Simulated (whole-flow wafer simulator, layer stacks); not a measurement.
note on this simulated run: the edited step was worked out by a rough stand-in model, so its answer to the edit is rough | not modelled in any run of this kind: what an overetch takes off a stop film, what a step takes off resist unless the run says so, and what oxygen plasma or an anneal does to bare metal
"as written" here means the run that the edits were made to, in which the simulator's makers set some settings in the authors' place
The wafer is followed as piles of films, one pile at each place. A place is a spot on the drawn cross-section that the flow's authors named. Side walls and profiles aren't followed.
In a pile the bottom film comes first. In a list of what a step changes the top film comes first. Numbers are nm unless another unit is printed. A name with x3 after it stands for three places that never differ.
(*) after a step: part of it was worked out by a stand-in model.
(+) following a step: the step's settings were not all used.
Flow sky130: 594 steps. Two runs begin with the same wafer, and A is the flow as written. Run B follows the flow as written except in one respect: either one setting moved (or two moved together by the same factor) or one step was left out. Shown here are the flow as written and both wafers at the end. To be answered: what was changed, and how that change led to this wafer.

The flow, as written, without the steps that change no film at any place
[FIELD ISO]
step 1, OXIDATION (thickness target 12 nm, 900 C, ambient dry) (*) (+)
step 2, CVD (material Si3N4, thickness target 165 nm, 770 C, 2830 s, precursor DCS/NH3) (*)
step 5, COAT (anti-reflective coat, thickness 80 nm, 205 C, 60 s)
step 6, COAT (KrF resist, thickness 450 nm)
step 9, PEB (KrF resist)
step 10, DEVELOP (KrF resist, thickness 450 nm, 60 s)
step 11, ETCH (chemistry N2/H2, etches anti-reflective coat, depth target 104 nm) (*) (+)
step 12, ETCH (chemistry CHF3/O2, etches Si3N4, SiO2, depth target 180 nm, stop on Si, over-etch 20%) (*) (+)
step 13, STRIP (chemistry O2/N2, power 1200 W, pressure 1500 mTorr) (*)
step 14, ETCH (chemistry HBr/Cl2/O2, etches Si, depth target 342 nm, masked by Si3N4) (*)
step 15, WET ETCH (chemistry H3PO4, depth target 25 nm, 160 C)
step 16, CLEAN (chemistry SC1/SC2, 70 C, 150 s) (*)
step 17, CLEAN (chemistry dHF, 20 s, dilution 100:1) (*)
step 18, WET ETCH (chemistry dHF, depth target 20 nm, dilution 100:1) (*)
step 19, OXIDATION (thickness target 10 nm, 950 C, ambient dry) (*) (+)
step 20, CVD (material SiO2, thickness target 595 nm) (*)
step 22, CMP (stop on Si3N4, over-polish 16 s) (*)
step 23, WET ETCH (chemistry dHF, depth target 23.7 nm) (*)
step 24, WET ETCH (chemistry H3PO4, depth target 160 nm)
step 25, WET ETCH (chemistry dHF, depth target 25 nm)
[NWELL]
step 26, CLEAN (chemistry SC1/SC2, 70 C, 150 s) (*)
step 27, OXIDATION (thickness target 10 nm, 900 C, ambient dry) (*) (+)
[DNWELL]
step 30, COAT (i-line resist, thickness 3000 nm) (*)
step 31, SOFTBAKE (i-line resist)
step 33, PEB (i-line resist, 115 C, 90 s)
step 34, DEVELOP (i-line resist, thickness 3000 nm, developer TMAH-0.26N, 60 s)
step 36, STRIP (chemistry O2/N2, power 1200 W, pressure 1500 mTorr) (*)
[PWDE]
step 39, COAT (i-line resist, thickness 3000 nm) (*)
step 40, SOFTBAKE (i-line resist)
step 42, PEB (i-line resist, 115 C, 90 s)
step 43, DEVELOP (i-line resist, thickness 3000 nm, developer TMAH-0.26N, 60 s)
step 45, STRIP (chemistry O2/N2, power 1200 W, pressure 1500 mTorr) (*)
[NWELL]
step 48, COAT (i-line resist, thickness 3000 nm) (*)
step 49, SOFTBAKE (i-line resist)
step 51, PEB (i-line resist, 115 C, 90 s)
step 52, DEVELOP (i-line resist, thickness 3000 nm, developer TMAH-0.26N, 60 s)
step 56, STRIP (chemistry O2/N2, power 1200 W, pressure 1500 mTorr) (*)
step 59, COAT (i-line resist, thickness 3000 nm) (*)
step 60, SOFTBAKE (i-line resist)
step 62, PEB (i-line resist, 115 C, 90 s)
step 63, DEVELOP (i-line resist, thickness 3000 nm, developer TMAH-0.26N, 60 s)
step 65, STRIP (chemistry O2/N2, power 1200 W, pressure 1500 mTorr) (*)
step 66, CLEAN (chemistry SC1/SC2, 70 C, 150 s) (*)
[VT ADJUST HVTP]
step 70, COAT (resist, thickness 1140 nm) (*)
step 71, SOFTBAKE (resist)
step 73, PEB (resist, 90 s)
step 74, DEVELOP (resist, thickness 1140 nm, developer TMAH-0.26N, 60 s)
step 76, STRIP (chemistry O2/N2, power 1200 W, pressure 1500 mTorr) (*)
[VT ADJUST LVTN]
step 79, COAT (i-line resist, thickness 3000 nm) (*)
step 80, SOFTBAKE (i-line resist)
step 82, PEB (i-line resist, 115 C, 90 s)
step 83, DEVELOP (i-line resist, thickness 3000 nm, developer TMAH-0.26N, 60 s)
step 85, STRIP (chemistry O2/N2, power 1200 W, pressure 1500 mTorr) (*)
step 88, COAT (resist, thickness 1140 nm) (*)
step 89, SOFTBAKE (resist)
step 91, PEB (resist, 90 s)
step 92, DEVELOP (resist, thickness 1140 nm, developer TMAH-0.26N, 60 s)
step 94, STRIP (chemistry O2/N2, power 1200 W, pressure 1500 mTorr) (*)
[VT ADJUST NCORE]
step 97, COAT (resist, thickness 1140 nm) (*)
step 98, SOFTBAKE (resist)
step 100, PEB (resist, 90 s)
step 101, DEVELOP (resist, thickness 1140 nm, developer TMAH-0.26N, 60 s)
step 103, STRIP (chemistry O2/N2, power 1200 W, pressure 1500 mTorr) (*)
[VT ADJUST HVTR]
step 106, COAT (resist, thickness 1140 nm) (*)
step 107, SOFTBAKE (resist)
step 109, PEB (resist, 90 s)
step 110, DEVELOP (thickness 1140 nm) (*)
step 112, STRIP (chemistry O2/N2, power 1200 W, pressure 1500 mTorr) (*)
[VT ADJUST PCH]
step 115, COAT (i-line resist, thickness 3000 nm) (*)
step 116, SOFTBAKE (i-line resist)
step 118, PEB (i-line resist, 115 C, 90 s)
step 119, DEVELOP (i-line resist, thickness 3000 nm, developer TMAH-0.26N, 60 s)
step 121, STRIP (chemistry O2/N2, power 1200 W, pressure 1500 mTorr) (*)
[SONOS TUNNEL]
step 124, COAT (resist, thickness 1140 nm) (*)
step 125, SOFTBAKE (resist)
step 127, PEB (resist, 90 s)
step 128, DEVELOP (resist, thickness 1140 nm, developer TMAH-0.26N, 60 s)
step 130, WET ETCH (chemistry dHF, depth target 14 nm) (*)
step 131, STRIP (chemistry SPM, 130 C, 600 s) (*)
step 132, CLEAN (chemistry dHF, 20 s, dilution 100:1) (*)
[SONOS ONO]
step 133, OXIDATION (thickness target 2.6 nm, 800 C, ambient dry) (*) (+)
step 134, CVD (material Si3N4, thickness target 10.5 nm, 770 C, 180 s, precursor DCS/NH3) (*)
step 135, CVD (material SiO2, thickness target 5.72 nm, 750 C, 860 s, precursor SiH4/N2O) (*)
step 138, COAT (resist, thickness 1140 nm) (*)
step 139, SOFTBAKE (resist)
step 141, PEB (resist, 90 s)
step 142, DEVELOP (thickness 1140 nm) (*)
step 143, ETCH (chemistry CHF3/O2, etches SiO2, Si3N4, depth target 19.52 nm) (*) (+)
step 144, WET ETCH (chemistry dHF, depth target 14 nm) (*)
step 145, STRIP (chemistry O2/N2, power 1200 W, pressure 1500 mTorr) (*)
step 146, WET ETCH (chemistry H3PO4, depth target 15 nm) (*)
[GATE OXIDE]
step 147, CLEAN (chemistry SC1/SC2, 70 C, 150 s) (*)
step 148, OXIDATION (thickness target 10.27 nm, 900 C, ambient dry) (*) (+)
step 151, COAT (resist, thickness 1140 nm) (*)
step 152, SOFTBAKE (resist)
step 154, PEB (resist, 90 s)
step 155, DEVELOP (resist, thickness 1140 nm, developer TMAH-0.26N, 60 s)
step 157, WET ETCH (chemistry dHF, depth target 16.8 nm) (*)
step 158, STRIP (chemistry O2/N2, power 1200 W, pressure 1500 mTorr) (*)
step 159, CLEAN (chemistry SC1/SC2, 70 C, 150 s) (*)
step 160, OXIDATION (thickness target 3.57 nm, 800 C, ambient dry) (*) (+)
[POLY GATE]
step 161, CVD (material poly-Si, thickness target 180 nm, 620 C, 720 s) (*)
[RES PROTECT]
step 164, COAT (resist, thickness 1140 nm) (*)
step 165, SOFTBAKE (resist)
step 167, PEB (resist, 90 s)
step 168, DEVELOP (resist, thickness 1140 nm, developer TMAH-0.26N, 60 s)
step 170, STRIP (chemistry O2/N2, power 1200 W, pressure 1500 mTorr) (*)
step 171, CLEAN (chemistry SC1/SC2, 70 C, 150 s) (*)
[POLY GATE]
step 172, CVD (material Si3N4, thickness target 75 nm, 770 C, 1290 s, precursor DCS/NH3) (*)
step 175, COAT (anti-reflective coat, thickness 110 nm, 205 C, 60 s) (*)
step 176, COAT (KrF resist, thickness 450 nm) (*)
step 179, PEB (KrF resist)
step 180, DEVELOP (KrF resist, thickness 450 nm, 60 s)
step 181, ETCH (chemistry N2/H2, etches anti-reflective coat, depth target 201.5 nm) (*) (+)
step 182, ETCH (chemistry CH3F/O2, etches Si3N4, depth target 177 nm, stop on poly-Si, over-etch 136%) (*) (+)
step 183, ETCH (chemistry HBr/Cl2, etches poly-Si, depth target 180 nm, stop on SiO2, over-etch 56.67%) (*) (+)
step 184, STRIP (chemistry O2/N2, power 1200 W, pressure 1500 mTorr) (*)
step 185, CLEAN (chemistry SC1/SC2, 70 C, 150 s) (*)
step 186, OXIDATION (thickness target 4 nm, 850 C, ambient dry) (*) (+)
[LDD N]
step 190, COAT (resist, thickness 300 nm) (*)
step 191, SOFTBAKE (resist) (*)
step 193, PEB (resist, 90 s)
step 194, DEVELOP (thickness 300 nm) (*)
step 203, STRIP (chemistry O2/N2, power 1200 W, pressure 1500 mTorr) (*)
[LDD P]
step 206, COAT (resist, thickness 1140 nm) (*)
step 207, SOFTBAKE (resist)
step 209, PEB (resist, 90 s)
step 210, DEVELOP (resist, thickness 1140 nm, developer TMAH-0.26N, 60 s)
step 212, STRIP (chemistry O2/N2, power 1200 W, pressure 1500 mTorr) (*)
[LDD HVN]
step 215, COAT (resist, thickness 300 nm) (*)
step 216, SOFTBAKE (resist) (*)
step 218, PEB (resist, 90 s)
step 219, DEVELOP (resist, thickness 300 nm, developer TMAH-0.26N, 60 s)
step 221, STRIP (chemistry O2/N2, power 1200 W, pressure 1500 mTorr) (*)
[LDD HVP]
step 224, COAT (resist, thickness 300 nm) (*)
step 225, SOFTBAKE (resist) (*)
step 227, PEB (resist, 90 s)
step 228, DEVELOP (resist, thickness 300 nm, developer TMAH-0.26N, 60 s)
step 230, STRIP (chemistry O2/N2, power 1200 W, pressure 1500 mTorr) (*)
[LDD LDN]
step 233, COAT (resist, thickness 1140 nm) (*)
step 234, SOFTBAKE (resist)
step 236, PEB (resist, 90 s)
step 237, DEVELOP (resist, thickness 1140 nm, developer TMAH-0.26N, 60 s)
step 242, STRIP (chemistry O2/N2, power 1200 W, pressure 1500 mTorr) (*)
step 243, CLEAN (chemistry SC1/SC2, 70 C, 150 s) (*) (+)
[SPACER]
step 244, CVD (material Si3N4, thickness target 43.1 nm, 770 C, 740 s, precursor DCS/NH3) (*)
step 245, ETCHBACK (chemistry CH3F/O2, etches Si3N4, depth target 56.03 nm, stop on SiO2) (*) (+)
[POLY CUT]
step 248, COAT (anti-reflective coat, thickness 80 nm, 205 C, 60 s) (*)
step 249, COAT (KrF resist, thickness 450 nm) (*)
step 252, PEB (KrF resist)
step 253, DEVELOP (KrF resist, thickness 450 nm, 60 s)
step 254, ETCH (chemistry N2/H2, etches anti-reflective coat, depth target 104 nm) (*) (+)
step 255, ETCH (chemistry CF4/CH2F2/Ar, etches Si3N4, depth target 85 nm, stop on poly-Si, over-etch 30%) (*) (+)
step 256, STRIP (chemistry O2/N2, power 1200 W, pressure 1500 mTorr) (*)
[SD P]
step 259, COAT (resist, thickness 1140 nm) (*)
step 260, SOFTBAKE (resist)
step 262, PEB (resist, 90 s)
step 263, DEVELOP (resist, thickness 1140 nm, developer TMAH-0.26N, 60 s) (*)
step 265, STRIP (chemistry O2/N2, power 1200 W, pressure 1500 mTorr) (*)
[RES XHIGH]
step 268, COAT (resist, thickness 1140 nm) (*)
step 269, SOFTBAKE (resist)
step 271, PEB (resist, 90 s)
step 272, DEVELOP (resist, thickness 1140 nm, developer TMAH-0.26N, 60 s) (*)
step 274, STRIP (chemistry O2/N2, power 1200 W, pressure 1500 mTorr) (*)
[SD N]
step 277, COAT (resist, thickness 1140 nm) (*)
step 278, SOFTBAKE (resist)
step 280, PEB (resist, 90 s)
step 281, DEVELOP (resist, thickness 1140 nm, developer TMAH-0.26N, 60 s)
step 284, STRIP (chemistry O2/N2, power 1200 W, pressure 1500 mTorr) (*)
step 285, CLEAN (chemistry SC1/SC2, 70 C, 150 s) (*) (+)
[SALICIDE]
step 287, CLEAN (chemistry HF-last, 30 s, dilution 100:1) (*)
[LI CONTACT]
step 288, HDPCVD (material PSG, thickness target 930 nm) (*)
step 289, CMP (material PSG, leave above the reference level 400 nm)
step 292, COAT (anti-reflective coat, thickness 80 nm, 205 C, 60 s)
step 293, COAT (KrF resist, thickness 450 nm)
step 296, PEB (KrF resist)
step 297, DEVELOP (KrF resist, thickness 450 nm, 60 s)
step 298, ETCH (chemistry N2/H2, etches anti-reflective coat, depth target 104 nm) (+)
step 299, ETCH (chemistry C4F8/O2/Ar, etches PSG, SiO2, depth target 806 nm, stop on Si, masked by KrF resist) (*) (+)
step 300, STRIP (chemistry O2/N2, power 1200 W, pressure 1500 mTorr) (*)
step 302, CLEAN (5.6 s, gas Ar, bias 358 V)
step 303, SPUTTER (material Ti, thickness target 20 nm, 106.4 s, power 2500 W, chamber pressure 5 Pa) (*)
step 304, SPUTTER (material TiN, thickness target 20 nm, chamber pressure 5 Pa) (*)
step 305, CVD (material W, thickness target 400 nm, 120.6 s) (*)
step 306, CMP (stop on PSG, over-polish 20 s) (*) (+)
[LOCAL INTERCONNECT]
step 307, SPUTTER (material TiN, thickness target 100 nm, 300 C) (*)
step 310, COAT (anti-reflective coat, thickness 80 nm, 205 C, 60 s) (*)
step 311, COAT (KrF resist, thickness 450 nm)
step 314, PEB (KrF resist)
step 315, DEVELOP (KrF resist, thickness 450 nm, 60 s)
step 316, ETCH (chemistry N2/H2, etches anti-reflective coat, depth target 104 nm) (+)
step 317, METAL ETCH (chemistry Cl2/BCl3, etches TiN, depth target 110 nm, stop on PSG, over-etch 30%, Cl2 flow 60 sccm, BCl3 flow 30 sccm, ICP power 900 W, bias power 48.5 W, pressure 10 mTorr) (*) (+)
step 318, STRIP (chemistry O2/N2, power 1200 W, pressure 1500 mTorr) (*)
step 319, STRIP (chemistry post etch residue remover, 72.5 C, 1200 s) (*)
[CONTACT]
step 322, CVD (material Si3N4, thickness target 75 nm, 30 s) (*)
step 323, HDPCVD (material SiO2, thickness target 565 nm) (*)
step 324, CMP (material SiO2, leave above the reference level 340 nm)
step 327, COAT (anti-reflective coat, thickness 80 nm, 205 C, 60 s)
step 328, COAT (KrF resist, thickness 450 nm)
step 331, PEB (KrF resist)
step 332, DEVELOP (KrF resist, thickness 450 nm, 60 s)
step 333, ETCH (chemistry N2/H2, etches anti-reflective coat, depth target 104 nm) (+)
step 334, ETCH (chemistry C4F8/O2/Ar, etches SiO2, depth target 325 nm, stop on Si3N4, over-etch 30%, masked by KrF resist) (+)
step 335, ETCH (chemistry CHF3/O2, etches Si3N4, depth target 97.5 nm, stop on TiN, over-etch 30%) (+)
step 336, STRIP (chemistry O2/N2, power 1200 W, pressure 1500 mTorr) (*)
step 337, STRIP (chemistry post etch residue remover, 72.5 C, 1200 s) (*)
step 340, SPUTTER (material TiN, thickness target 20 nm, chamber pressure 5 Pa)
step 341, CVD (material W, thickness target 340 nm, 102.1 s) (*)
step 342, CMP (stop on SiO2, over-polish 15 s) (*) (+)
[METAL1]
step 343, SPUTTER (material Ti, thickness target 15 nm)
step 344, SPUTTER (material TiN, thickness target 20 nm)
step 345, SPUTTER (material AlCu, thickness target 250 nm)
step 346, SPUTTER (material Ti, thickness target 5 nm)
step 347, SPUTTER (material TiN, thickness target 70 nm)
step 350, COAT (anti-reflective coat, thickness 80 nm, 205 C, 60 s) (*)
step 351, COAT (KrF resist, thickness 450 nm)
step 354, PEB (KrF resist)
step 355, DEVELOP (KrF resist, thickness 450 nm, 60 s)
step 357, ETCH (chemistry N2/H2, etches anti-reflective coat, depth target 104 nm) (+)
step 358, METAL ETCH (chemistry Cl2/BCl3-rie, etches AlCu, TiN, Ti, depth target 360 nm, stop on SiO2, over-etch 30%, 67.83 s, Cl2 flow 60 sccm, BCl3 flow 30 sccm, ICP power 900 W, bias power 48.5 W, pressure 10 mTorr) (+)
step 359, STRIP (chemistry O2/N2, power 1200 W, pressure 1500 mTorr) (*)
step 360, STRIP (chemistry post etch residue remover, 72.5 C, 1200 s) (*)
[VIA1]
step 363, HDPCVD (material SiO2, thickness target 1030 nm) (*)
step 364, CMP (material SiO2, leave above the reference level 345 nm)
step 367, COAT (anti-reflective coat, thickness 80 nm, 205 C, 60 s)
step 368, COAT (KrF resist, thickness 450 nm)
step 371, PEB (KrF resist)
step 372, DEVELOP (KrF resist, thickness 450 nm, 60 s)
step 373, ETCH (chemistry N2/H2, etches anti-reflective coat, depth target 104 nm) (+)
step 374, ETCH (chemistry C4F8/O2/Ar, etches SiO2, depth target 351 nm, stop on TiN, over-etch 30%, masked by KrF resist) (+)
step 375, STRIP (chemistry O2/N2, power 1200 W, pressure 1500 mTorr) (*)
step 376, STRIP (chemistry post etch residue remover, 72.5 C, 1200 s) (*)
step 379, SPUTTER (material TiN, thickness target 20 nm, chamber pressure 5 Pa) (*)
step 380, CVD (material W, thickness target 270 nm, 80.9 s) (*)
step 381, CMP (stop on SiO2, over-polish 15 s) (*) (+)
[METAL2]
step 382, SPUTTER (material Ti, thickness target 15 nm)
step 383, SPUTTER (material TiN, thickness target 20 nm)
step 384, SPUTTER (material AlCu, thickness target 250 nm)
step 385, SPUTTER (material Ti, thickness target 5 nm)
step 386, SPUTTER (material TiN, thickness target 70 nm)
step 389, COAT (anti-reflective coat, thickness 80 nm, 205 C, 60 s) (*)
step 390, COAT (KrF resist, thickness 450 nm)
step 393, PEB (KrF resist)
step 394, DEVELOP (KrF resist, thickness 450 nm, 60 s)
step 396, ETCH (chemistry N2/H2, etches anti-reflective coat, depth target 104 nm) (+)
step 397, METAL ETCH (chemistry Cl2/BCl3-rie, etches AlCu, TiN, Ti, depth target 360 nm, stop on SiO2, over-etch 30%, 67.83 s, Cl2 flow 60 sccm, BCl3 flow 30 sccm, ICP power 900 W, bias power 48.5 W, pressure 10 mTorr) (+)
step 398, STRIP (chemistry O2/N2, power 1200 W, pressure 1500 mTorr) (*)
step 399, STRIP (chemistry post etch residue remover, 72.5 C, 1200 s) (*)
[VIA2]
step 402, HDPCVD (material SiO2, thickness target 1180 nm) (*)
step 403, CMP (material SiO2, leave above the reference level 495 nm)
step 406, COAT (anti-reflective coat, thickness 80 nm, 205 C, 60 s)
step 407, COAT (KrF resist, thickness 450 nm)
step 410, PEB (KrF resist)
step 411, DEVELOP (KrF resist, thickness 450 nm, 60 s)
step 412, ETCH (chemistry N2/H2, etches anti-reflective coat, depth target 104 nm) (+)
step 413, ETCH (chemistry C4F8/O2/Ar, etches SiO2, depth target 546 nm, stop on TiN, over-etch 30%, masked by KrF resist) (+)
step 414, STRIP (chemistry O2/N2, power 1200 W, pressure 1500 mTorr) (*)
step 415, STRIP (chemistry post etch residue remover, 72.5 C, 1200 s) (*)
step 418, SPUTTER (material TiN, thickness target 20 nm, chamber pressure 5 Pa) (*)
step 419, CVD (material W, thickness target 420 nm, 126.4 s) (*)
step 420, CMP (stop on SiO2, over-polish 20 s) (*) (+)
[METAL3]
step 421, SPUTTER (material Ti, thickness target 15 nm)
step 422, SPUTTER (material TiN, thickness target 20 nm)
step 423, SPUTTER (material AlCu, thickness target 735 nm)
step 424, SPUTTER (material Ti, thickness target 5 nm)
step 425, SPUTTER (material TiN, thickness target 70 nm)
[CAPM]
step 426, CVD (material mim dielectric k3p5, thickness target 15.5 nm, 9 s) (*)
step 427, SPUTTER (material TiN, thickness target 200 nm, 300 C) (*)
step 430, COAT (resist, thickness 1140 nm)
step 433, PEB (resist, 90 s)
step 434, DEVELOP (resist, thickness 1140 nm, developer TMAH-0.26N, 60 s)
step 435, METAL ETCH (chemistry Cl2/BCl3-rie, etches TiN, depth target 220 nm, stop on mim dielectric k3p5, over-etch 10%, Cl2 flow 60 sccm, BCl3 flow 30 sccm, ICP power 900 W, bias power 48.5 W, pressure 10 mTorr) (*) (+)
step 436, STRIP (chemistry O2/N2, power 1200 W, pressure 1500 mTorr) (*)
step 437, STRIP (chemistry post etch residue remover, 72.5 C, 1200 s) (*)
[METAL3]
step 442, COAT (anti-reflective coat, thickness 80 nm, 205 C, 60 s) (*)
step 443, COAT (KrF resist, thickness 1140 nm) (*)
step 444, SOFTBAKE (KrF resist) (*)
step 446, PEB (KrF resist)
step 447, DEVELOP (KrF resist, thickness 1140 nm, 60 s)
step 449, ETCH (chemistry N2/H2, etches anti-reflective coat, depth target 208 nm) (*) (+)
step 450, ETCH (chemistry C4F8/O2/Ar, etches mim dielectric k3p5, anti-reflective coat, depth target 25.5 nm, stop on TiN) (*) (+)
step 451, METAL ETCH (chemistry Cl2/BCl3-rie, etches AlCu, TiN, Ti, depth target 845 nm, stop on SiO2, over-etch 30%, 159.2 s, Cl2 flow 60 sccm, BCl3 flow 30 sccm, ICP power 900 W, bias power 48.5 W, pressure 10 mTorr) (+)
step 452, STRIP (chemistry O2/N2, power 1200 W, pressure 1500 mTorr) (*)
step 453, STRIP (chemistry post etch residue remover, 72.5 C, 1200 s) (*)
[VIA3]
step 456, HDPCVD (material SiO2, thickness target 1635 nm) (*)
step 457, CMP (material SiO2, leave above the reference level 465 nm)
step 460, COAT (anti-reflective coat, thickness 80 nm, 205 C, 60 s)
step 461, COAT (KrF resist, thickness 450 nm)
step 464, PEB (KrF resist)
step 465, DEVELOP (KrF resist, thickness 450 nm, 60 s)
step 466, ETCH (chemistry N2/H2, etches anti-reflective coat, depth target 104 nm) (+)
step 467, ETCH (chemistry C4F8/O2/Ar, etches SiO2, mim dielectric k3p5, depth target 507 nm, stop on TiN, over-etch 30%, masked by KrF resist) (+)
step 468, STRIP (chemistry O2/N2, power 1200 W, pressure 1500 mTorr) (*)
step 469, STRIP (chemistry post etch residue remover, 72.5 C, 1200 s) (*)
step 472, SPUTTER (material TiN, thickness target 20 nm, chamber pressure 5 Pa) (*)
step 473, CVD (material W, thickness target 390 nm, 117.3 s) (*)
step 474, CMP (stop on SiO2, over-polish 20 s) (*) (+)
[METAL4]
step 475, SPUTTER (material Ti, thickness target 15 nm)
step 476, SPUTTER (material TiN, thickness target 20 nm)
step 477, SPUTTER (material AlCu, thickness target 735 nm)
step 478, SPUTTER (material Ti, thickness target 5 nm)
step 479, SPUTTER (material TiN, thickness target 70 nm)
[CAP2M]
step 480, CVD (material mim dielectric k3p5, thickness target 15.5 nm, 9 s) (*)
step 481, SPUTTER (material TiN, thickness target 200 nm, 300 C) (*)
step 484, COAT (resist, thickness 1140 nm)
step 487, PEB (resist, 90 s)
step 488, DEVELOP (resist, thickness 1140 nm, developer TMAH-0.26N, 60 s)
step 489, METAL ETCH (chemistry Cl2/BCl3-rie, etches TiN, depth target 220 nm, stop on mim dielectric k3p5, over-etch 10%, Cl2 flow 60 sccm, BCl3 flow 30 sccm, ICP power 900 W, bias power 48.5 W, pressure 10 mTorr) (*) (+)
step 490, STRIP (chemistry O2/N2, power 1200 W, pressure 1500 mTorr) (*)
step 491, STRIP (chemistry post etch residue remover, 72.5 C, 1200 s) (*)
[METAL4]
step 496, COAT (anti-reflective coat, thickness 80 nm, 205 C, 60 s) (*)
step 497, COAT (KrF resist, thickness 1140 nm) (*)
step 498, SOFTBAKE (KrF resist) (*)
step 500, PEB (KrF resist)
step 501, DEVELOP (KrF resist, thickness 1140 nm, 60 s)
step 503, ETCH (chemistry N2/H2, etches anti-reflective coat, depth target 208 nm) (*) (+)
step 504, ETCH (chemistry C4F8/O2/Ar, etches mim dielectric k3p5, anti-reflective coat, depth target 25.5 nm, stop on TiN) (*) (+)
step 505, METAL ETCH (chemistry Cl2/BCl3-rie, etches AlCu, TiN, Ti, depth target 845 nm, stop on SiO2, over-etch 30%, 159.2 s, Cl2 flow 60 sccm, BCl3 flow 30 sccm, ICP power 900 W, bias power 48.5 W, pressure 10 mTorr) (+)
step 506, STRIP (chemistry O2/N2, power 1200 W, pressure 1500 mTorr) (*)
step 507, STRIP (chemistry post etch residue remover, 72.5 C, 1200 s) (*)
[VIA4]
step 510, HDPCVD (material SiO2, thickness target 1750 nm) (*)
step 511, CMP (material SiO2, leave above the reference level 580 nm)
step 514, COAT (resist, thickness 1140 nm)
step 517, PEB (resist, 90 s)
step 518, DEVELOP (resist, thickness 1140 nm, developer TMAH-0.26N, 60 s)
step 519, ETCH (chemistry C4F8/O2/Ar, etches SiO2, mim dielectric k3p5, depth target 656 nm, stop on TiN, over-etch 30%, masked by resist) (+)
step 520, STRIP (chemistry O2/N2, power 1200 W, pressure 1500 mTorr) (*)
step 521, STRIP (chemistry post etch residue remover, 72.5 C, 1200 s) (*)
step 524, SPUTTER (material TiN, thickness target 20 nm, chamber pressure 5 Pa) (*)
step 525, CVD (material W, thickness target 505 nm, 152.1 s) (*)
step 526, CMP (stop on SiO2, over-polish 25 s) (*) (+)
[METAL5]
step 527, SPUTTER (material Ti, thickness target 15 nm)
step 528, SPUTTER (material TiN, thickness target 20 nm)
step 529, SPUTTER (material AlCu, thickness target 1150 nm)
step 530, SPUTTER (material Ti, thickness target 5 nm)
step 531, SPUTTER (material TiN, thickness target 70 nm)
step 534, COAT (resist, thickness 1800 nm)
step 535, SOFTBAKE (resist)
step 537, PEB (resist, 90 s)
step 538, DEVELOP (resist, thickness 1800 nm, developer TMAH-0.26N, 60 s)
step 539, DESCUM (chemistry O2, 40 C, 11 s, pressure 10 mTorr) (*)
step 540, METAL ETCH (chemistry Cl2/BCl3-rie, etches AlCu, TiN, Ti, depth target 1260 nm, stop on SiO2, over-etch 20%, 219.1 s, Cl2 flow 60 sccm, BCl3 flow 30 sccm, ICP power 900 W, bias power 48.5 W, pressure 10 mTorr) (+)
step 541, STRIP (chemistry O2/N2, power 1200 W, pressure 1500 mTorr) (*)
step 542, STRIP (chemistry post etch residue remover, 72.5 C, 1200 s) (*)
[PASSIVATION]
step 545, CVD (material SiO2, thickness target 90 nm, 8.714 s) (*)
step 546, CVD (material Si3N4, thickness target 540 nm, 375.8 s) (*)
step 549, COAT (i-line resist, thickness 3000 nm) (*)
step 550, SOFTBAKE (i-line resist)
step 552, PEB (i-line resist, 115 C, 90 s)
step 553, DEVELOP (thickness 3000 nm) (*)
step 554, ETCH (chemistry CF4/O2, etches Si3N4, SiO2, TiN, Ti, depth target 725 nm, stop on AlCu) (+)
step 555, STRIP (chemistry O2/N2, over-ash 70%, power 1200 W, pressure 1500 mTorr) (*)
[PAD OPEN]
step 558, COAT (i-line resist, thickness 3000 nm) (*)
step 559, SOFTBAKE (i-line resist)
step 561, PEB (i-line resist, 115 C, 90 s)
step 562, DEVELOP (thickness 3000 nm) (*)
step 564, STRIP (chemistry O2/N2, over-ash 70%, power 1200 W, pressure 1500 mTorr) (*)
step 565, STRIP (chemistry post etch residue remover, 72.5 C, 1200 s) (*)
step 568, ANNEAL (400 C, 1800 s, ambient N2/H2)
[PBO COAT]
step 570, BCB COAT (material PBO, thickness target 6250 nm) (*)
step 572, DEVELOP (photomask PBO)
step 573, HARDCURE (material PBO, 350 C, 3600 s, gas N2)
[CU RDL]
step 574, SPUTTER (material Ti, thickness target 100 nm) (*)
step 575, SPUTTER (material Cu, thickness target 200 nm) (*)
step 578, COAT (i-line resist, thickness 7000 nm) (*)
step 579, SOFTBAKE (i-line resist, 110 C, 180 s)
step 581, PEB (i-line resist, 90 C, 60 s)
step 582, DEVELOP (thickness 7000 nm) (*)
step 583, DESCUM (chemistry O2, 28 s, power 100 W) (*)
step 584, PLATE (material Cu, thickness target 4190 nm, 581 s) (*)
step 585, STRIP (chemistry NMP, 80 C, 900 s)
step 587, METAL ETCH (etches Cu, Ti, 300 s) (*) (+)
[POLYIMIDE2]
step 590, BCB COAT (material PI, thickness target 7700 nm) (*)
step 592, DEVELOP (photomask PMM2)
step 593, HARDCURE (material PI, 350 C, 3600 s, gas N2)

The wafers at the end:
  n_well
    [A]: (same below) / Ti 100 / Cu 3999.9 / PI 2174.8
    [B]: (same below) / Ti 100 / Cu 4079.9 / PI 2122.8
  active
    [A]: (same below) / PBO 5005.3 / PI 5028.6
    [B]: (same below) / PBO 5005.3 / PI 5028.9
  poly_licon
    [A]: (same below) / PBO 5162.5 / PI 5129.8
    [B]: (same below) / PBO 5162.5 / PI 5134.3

What caused this: step 575, SPUTTER: thickness target 280 nm was run, though the flow has thickness target 200 nm.

The path from the change to this, step by step:
  step 575, SPUTTER (material Cu, thickness target 200 nm) (*)
      field, active, n_well and 190 more: A Cu gains 200 (new film) | B Cu gains 280 (new film)
  step 587, METAL ETCH (etches Cu, Ti, 300 s) (*) (+)
      field, active, gate and 167 more: A Cu loses 200 (all of it), Ti loses 100 (all of it) | B Cu loses 280 (all of it), Ti loses 100 (all of it)
  step 590, BCB COAT (material PI, thickness target 7700 nm) (*)
      n_well, p_well, sd_n, sd_p: A PI gains 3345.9 (new film) | B PI gains 3265.9 (new film)
      mim: A PI gains 3640.8 (new film) | B PI gains 3564.7 (new film)
      (also at 6 further places)
  step 593, HARDCURE (material PI, 350 C, 3600 s, gas N2)
      n_well, p_well, sd_n, sd_p: A PI loses 1171.1 | B PI loses 1143.1
